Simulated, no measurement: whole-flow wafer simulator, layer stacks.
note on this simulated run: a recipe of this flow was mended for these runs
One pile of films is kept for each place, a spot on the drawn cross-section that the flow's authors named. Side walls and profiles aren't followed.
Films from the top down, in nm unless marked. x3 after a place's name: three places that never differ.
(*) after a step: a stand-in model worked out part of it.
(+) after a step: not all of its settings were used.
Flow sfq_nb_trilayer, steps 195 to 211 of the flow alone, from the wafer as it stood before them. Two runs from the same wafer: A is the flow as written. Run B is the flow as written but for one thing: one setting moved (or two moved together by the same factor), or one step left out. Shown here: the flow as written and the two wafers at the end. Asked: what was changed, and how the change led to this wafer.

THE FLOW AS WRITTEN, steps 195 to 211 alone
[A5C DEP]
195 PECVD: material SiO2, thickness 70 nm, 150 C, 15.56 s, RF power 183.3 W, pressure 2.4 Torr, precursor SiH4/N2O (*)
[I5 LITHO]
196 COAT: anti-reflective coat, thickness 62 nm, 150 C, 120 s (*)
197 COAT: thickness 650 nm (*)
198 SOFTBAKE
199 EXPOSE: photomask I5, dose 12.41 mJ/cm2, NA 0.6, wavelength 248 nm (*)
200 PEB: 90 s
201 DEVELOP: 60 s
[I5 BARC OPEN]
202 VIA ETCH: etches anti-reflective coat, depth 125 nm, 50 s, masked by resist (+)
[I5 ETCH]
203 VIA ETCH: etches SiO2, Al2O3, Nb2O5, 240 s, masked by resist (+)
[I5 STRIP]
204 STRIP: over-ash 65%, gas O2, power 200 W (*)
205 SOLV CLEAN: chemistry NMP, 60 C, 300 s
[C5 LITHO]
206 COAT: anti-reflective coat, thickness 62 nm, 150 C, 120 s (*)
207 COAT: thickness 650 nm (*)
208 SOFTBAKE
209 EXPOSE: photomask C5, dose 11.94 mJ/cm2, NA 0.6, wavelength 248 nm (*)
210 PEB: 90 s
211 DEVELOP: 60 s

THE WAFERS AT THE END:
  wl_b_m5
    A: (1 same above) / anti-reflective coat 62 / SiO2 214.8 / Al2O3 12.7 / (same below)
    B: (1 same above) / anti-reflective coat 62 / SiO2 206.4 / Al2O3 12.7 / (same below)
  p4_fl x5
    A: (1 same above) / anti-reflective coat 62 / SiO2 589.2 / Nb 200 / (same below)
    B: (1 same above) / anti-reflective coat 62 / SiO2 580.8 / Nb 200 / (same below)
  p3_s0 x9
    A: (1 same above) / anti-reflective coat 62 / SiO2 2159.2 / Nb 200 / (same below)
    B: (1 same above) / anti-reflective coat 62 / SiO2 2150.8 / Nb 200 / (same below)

The cause: step 195, PECVD: thickness 61.6 nm was run, where the flow has thickness 70 nm; step 195, PECVD: 13.69 s was run, where the flow has 15.56 s.

How the change led to this, step by step:
  195 PECVD: material SiO2, thickness 70 nm, 150 C, 15.56 s, RF power 183.3 W, pressure 2.4 Torr, precursor SiH4/N2O (*)
      field_l, v_sur, via_wl and 92 more: A SiO2 +70 | B SiO2 +61.6
      ce_l, c5j, ce_r and 8 more: A SiO2 +70 (new film) | B SiO2 +61.6 (new film)
  203 VIA ETCH: etches SiO2, Al2O3, Nb2O5, 240 s, masked by resist (+)
      be: A SiO2 -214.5 (all of it), Al2O3 -12.7 (all of it), Nb2O5 -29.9 (all of it), Nb -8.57 | B SiO2 -206.1 (all of it), Al2O3 -12.7 (all of it), Nb2O5 -29.9 (all of it), Nb -9.27
